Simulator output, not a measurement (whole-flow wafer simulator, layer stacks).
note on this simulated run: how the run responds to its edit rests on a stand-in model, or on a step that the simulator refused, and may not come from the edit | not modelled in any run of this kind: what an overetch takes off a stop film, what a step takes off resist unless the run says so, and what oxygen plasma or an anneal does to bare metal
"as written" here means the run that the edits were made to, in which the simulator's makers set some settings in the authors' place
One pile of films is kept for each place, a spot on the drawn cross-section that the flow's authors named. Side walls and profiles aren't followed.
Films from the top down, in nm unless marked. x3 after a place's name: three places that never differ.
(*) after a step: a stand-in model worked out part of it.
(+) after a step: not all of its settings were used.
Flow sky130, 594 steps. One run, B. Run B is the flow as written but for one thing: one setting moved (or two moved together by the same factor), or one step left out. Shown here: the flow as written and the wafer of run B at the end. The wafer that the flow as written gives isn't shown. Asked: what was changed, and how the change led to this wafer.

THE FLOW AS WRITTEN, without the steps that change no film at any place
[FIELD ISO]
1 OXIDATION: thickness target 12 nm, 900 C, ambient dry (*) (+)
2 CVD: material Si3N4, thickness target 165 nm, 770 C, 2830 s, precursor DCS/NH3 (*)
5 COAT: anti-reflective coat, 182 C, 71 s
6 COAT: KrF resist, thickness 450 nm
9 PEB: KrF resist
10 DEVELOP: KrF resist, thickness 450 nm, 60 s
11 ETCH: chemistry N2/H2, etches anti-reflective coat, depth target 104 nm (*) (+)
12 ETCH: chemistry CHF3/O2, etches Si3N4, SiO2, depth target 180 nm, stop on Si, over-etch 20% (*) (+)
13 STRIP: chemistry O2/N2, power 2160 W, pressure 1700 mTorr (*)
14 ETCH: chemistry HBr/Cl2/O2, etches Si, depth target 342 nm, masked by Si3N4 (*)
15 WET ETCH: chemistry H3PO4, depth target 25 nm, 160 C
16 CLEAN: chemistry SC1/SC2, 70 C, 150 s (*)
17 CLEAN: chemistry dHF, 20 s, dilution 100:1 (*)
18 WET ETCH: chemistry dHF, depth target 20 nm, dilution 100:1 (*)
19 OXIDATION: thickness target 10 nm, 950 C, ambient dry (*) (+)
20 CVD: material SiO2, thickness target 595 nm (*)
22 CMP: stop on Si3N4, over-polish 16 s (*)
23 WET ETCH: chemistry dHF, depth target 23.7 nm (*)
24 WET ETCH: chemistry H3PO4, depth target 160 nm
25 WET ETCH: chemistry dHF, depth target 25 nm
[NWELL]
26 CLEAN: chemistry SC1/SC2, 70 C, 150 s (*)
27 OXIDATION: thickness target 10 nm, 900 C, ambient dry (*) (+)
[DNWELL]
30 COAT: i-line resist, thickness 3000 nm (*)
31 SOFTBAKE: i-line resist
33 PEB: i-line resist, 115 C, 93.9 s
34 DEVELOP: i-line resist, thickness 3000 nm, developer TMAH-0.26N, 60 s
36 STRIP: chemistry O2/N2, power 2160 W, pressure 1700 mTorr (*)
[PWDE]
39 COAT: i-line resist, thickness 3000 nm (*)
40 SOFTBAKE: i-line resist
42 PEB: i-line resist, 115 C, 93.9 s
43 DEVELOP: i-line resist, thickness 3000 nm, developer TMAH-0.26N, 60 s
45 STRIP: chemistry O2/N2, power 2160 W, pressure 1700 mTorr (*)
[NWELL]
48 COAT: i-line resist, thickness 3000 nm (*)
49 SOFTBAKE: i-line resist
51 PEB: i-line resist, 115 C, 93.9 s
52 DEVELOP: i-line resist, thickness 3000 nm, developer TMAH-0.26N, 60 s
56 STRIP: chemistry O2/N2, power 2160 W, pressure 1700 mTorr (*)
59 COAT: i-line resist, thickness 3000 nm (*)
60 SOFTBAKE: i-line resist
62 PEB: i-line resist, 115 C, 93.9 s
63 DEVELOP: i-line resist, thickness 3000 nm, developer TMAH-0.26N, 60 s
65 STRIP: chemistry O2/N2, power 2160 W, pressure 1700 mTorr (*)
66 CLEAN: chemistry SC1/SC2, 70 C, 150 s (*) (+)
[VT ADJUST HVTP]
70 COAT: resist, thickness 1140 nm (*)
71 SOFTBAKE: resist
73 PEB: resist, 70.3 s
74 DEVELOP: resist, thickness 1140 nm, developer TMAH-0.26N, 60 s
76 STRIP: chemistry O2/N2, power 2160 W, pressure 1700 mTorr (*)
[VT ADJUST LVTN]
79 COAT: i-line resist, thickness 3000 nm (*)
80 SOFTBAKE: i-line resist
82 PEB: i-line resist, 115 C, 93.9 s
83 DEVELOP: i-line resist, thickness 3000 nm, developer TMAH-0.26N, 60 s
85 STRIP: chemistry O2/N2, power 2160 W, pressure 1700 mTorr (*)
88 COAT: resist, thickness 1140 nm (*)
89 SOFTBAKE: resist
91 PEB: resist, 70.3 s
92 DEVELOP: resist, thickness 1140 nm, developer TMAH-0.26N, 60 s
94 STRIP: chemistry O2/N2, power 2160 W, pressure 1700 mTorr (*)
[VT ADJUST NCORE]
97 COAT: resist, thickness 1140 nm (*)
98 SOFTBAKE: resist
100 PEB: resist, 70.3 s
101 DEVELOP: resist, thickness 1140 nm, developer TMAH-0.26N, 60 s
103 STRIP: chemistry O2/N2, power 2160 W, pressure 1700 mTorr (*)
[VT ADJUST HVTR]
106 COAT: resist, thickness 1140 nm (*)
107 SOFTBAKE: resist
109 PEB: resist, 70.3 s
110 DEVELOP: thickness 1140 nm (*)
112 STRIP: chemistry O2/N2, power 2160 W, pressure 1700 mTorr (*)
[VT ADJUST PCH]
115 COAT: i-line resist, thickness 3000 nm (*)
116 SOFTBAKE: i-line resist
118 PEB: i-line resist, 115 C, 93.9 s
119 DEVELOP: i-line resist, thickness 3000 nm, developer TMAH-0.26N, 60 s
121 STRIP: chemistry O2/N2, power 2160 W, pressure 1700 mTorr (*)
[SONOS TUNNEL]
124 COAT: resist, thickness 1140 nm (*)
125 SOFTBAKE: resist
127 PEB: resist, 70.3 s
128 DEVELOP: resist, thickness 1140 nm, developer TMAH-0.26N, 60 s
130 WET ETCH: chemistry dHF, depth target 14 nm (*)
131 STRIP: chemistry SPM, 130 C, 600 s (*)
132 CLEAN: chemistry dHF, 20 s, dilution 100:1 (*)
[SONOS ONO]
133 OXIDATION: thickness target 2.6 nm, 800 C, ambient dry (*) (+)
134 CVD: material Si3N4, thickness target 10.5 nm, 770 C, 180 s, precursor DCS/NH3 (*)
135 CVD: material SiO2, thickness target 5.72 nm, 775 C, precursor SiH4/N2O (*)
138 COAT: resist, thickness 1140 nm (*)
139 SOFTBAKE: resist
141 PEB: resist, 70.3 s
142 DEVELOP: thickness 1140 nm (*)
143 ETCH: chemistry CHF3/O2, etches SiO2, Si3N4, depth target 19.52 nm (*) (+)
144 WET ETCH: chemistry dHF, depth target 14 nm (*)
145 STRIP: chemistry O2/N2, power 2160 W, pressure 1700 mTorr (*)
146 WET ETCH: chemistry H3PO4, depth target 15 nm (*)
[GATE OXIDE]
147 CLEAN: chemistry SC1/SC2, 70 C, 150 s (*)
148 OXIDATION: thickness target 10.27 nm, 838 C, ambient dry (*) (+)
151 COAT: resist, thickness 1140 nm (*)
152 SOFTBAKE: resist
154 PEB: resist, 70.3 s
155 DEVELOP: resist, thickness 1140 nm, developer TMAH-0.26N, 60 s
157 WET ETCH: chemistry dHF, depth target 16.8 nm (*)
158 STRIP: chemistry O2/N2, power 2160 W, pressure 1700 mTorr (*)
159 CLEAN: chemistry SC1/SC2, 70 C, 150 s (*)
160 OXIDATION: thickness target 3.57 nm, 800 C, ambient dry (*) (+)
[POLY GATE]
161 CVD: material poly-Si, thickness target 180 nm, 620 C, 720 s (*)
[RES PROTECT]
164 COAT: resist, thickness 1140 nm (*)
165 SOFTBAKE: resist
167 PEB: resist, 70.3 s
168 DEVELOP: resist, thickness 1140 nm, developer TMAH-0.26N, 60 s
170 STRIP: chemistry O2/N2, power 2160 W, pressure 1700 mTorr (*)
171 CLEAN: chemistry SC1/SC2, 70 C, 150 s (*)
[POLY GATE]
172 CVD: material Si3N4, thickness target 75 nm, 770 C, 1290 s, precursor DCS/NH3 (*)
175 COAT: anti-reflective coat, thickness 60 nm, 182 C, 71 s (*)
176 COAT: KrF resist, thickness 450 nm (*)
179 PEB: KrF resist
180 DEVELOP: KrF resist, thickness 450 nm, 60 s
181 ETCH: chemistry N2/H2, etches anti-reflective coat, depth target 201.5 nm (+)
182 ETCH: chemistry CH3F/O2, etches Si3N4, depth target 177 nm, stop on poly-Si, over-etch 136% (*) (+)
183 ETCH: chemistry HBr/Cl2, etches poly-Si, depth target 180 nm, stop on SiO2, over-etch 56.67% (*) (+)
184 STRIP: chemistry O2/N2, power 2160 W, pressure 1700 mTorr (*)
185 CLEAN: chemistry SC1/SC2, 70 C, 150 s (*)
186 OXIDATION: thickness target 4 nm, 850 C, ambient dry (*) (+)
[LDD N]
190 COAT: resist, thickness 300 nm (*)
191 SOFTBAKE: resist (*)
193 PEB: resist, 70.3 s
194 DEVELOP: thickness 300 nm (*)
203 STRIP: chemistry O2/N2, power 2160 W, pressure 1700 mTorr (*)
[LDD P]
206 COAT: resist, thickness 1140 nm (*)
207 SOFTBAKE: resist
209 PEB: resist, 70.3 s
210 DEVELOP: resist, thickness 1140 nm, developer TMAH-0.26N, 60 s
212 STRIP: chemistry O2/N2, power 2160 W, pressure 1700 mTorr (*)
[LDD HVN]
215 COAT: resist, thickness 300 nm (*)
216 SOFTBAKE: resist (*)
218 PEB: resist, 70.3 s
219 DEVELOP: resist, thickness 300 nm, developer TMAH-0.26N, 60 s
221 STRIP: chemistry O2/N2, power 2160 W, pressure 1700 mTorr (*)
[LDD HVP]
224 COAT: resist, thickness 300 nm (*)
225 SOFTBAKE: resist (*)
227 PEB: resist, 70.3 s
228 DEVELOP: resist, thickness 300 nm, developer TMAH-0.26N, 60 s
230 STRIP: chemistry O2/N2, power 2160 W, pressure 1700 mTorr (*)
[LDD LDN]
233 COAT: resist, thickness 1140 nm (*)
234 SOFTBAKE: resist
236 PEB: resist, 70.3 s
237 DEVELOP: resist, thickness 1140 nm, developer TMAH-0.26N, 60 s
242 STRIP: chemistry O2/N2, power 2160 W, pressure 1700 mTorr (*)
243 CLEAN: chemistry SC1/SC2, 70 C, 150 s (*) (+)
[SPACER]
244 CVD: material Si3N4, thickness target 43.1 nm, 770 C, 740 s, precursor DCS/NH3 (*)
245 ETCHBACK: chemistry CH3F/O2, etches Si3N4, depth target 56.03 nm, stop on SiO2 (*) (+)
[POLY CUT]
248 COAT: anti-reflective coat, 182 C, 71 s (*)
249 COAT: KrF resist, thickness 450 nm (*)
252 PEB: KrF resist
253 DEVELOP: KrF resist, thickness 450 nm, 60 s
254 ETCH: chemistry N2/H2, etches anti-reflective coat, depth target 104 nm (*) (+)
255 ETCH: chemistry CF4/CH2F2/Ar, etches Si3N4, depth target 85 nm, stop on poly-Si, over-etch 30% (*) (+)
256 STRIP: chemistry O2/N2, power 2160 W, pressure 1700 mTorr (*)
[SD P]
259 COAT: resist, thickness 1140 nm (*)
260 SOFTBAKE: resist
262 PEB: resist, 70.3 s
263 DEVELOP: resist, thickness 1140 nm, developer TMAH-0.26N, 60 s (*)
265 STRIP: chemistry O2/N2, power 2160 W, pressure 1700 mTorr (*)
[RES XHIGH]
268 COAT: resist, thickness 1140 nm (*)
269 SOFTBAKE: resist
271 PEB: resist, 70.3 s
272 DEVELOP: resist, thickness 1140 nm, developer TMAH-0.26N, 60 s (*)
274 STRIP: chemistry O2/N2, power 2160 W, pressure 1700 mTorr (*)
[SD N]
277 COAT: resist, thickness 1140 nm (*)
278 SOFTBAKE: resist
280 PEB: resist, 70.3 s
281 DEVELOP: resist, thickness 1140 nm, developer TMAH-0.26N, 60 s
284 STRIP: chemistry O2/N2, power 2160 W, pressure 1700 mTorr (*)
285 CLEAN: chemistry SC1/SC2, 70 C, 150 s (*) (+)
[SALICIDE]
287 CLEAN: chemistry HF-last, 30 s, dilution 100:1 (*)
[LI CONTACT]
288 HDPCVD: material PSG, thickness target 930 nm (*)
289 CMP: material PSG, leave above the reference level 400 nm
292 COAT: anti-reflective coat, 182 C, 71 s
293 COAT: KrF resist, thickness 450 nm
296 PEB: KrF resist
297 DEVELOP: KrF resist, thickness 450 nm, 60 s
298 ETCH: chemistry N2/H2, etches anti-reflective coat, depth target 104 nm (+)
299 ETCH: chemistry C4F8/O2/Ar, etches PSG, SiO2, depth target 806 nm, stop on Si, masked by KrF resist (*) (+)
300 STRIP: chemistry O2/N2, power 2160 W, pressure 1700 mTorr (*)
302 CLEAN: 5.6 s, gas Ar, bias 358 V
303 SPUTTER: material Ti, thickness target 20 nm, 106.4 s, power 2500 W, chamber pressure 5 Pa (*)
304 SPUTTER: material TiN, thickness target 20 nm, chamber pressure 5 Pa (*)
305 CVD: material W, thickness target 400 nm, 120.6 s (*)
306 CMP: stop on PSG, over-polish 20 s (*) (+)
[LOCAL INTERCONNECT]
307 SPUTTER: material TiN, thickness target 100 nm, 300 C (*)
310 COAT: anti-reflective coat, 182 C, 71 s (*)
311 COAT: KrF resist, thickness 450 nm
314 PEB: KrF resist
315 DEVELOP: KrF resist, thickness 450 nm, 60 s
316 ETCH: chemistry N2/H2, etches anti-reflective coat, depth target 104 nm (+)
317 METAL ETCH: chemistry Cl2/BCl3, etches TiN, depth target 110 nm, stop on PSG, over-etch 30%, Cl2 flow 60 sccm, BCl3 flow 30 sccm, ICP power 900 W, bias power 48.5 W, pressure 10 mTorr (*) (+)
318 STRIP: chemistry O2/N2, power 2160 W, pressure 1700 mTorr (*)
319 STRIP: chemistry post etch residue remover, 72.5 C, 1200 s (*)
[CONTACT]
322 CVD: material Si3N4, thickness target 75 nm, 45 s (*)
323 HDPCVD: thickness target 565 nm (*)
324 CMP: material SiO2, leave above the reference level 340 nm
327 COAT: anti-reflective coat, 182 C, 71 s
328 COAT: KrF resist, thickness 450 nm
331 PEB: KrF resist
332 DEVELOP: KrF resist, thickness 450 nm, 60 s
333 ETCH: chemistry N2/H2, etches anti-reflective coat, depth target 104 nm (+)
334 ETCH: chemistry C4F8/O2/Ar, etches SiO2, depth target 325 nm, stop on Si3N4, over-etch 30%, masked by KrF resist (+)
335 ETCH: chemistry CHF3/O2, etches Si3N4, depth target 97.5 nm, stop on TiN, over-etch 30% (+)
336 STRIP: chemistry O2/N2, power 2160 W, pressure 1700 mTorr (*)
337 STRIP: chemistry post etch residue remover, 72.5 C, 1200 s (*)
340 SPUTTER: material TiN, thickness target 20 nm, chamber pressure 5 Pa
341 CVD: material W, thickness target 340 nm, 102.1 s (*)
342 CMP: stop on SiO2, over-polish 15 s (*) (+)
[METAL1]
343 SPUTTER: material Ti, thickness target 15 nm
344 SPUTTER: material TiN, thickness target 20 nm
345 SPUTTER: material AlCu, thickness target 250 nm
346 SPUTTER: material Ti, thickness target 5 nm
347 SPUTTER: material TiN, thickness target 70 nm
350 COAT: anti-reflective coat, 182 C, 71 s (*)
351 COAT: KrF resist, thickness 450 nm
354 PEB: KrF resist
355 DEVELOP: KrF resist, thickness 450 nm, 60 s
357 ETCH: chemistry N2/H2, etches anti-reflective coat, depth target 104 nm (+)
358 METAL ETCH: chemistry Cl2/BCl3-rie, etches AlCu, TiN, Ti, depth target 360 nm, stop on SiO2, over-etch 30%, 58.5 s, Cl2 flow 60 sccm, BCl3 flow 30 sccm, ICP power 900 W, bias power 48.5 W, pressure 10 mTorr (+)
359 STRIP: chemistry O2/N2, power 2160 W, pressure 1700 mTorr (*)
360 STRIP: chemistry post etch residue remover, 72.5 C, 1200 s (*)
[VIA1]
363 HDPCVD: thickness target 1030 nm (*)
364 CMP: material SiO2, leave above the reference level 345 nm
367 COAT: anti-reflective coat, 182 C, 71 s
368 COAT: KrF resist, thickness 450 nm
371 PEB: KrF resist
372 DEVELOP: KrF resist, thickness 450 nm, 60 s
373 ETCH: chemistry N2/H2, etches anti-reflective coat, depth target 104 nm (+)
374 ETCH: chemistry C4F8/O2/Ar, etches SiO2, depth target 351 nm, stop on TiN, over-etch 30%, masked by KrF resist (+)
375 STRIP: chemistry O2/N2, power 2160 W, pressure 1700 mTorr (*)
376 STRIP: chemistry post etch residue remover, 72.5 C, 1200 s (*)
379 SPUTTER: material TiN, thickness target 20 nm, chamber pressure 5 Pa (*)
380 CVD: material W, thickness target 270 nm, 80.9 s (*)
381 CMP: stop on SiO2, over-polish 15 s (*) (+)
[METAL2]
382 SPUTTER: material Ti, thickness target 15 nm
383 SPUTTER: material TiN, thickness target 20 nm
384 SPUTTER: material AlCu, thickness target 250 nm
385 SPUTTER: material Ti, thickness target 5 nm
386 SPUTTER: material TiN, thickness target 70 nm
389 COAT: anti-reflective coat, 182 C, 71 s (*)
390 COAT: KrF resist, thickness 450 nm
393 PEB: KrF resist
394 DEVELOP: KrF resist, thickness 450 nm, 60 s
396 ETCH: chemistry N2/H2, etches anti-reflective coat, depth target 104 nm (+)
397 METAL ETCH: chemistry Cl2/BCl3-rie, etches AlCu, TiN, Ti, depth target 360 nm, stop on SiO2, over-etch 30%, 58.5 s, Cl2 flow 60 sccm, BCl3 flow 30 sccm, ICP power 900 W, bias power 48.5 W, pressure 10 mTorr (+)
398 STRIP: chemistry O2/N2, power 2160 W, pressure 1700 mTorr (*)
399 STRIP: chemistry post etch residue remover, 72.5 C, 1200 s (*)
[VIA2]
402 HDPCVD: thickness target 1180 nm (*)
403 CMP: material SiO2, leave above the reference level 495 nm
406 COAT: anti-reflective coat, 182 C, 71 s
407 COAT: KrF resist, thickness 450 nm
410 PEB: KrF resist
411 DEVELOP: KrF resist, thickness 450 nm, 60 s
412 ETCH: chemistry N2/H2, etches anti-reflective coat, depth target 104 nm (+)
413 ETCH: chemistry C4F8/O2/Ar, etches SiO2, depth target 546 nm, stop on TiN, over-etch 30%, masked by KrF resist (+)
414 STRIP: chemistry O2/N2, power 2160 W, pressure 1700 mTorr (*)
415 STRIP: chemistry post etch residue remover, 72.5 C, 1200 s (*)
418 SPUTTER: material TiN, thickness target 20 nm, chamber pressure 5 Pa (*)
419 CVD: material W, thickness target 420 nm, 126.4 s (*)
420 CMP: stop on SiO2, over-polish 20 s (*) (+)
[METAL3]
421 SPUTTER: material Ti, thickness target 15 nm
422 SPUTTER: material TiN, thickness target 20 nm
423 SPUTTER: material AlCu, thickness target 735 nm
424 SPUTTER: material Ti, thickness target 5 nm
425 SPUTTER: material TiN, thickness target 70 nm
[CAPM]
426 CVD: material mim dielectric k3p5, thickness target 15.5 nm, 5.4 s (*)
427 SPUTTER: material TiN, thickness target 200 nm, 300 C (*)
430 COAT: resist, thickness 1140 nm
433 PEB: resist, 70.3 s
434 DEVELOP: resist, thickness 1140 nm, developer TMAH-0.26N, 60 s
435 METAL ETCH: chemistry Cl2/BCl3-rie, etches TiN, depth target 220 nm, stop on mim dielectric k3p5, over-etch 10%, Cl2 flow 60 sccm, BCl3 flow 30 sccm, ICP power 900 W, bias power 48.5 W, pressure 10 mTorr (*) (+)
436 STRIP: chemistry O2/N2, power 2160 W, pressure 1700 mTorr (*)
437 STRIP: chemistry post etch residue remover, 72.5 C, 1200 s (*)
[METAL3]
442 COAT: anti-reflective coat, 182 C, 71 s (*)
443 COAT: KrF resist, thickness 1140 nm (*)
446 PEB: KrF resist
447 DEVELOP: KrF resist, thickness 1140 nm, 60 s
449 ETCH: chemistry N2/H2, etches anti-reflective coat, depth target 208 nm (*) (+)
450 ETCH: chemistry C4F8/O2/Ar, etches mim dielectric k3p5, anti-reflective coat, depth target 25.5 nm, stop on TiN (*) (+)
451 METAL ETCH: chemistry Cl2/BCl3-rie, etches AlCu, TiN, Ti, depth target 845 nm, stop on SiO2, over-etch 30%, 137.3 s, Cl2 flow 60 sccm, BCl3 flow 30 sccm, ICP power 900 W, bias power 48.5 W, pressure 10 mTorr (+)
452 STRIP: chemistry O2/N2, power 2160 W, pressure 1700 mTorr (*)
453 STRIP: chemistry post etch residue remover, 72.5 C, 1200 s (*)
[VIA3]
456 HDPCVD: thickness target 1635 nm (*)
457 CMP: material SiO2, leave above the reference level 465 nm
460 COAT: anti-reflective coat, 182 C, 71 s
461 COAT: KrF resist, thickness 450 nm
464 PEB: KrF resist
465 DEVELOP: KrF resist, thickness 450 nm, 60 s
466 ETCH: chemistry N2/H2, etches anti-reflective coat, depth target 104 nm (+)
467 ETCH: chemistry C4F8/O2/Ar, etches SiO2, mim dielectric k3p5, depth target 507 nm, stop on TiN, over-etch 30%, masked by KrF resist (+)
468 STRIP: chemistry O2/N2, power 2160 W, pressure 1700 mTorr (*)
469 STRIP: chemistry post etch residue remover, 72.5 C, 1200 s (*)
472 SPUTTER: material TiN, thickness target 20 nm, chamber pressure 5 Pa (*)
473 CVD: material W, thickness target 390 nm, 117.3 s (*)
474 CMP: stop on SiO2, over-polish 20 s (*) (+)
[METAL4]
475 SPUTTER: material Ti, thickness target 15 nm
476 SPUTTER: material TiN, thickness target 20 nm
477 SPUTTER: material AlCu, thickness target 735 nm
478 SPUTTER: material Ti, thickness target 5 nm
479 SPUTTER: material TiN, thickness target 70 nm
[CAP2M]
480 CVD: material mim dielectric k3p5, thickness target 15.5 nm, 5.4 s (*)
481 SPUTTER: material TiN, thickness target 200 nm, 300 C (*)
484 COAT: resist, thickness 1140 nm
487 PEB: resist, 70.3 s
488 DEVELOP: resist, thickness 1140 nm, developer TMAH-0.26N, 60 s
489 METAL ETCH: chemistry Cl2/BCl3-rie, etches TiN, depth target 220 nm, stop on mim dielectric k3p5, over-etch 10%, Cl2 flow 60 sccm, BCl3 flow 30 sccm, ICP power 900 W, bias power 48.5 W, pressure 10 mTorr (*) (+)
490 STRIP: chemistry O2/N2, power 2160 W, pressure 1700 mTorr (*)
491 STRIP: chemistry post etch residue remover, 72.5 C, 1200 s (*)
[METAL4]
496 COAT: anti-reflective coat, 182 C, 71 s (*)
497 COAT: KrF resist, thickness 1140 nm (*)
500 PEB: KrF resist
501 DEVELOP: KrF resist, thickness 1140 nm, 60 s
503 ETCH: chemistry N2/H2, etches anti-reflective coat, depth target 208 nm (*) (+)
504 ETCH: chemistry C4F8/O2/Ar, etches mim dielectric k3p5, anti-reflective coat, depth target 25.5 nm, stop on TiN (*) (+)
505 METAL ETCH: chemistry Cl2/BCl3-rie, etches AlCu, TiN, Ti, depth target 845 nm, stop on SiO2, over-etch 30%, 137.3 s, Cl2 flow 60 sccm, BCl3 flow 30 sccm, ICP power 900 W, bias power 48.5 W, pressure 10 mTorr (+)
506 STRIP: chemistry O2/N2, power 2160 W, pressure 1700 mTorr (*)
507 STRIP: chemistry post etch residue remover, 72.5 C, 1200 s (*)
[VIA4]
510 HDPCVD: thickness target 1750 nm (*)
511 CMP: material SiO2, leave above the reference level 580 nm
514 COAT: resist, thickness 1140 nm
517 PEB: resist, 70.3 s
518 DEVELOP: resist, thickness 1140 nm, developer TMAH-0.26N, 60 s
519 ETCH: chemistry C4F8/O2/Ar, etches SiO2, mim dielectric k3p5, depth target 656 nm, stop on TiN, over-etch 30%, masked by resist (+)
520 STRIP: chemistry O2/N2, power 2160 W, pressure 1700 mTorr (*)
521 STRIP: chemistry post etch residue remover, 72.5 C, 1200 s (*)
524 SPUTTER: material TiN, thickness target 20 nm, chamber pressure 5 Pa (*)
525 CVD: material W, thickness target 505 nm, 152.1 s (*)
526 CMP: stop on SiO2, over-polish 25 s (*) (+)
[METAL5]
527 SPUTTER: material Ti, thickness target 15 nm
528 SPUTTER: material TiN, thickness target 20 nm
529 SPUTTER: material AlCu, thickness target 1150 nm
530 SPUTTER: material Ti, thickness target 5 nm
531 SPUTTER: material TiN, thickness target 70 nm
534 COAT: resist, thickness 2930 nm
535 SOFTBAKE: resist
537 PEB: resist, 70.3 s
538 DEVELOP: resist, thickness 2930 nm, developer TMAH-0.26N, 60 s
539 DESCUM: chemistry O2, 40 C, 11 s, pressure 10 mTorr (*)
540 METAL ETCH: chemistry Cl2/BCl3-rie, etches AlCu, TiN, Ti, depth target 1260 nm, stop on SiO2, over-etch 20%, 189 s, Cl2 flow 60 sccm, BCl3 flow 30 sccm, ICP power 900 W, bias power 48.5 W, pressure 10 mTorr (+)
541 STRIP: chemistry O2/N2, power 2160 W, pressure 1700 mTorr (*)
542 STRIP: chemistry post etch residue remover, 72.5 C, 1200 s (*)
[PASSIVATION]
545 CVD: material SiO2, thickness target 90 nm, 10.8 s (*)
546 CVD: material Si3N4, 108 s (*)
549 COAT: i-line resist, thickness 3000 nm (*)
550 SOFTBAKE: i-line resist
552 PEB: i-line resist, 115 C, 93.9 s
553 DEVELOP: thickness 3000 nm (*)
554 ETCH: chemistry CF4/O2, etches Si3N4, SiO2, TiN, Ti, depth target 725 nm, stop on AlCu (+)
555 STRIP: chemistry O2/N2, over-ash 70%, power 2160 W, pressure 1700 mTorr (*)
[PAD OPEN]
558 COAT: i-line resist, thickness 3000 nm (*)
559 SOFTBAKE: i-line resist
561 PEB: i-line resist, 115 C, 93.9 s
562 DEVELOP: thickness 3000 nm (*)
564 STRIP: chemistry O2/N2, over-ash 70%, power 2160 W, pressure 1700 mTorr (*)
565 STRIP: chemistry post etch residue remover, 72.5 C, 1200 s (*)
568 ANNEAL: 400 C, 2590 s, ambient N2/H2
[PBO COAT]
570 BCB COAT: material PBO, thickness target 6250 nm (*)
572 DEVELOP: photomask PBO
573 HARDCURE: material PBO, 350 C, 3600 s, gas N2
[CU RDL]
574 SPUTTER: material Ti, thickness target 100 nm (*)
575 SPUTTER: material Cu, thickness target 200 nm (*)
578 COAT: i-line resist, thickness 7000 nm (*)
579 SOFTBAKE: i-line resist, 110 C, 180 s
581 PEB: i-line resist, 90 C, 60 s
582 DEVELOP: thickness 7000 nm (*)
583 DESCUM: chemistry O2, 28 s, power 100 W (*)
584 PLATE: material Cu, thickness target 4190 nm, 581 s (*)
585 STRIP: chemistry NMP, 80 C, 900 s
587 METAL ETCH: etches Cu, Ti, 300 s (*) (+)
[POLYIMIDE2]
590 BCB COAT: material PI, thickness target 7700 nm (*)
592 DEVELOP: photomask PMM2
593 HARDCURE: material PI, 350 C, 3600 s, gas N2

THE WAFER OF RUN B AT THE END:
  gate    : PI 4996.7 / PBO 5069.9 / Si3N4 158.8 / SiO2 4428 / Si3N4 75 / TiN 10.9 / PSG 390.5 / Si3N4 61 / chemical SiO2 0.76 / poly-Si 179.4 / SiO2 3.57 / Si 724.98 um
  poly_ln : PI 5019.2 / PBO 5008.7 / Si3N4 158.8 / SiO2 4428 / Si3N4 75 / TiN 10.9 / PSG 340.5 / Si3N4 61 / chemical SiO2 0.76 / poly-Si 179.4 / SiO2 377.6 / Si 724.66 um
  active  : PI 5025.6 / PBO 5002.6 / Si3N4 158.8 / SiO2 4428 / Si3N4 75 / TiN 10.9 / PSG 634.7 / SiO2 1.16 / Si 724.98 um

The cause: step 316, ETCH: depth target 65 nm was run, where the flow has depth target 104 nm.

How the change led to this, step by step:
  316 ETCH: chemistry N2/H2, etches anti-reflective coat, depth target 104 nm (+)
      field, active, gate and 87 more: anti-reflective coat -65 (as written it would be: anti-reflective coat -80 (all of it), TiN -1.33)
      rpo_hd: anti-reflective coat -65 (as written it would be: anti-reflective coat -80 (all of it), TiN -1.34)
      (and at 100 more places)
  317 METAL ETCH: chemistry Cl2/BCl3, etches TiN, depth target 110 nm, stop on PSG, over-etch 30%, Cl2 flow 60 sccm, BCl3 flow 30 sccm, ICP power 900 W, bias power 48.5 W, pressure 10 mTorr (*) (+)
      field, active, gate and 84 more: anti-reflective coat -15 (all of it), TiN -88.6 (as written it would be: TiN -98.7 (all of it))
      rpo_hd, rpm_encl, rpm_encl_psd, iso_guard_nsd_tip: anti-reflective coat -15 (all of it), TiN -88.7 (as written it would be: TiN -98.7 (all of it))
  318 STRIP: chemistry O2/N2, power 2160 W, pressure 1700 mTorr (*)
      n_well, p_well, gate_hv and 93 more: KrF resist -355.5 (all of it), anti-reflective coat -80 (all of it) (as written it would be: KrF resist -333.8 (all of it), anti-reflective coat -80 (all of it))
      poly_licon, ndiff_licon, ndiff_licon_cpp, rpo_hd_licon: KrF resist -355.5 (all of it), anti-reflective coat -80.5 (all of it) (as written it would be: KrF resist -333.9 (all of it), anti-reflective coat -80.5 (all of it))
  324 CMP: material SiO2, leave above the reference level 340 nm
      field, active, gate and 84 more: SiO2 -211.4 (as written it would be: SiO2 -200.4)
      rpo_hd, rpm_encl, rpm_encl_psd, iso_guard_nsd_tip: SiO2 -211.3 (as written it would be: SiO2 -200.4)
Counting metal films that touch as one body, gate has 1 body; the flow as written gives 0 bodies.
Counting metal films that touch as one body, poly_ln has 1 body; the flow as written gives 0 bodies.
Counting metal films that touch as one body, active has 1 body; the flow as written gives 0 bodies.
